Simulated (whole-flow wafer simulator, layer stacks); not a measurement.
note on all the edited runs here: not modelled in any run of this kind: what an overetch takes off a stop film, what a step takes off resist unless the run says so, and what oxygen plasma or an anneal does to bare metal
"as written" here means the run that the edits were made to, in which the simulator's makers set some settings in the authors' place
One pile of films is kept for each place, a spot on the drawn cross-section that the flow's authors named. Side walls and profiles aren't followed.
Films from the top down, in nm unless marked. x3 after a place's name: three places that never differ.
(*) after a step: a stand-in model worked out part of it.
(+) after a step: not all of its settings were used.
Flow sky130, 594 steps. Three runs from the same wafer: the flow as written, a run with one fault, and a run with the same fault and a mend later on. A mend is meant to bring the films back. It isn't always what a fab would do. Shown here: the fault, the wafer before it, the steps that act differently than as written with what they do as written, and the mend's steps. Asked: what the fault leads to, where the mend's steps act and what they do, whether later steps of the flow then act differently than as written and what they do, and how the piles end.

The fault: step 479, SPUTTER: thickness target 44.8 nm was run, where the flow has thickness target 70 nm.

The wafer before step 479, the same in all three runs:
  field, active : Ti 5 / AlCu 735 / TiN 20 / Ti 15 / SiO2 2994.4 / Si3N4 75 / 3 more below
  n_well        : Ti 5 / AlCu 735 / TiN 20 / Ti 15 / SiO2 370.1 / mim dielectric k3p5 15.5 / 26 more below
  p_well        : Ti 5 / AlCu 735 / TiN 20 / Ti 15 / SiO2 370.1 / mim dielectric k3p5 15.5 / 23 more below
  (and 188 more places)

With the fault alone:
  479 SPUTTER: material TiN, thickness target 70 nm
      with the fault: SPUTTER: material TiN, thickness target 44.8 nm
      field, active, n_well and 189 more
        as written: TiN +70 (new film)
        with the fault: TiN +44.8 (new film)
  Later steps of the flow that act differently than as written (14 more steps differ only slightly, by at most 2% or 0.5 nm, whichever is larger, and aren't shown):
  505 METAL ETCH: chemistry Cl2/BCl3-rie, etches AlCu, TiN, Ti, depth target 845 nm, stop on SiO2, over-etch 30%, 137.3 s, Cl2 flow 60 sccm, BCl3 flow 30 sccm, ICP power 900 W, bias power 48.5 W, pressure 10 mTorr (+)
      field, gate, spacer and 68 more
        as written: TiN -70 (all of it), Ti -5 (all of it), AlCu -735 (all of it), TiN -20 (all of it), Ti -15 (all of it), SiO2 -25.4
        with the fault: TiN -44.8 (all of it), Ti -5 (all of it), AlCu -735 (all of it), TiN -20 (all of it), Ti -15 (all of it), SiO2 -27.9
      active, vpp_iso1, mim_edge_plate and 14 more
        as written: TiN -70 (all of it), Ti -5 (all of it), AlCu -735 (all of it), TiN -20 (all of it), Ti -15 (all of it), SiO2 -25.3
        with the fault: TiN -44.8 (all of it), Ti -5 (all of it), AlCu -735 (all of it), TiN -20 (all of it), Ti -15 (all of it), SiO2 -27.9
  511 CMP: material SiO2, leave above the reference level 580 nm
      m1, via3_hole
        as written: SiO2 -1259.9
        with the fault: SiO2 -1234.7
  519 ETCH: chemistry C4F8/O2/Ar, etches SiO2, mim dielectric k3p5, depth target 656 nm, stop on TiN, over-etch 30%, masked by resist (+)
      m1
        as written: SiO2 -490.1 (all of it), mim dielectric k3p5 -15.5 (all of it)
        with the fault: SiO2 -515.3 (all of it), mim dielectric k3p5 -15.5 (all of it)
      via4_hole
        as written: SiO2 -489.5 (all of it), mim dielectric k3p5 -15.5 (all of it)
        with the fault: SiO2 -514.7 (all of it), mim dielectric k3p5 -15.5 (all of it)
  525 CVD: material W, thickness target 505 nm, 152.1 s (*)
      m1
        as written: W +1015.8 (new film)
        with the fault: W +1041.1 (new film)
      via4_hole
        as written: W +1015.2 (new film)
        with the fault: W +1040.5 (new film)
  At the end the piles differ from the flow's by more than 2% or 0.5 nm, whichever is larger, at n_well, p_well, gate_hv and 102 more.
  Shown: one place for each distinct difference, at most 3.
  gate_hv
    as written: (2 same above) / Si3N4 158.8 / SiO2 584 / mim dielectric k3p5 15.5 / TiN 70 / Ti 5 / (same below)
    with the fault: (2 same above) / Si3N4 158.8 / SiO2 609.2 / mim dielectric k3p5 15.5 / TiN 44.8 / Ti 5 / (same below)
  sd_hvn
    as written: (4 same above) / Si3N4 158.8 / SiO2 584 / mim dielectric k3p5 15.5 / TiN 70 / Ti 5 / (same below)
    with the fault: (4 same above) / Si3N4 158.8 / SiO2 609.2 / mim dielectric k3p5 15.5 / TiN 44.8 / Ti 5 / (same below)
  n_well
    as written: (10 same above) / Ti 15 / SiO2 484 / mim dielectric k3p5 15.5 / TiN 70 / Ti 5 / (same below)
    with the fault: (10 same above) / Ti 15 / SiO2 509.2 / mim dielectric k3p5 15.5 / TiN 44.8 / Ti 5 / (same below)

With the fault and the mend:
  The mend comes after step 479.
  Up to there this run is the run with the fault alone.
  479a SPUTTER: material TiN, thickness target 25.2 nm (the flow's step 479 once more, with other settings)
      field, active, n_well and 189 more
        TiN +25.2
  No later step of the flow acts differently than as written at any place that is followed.
  At the end the piles are the same as the flow's at every place that both follow.
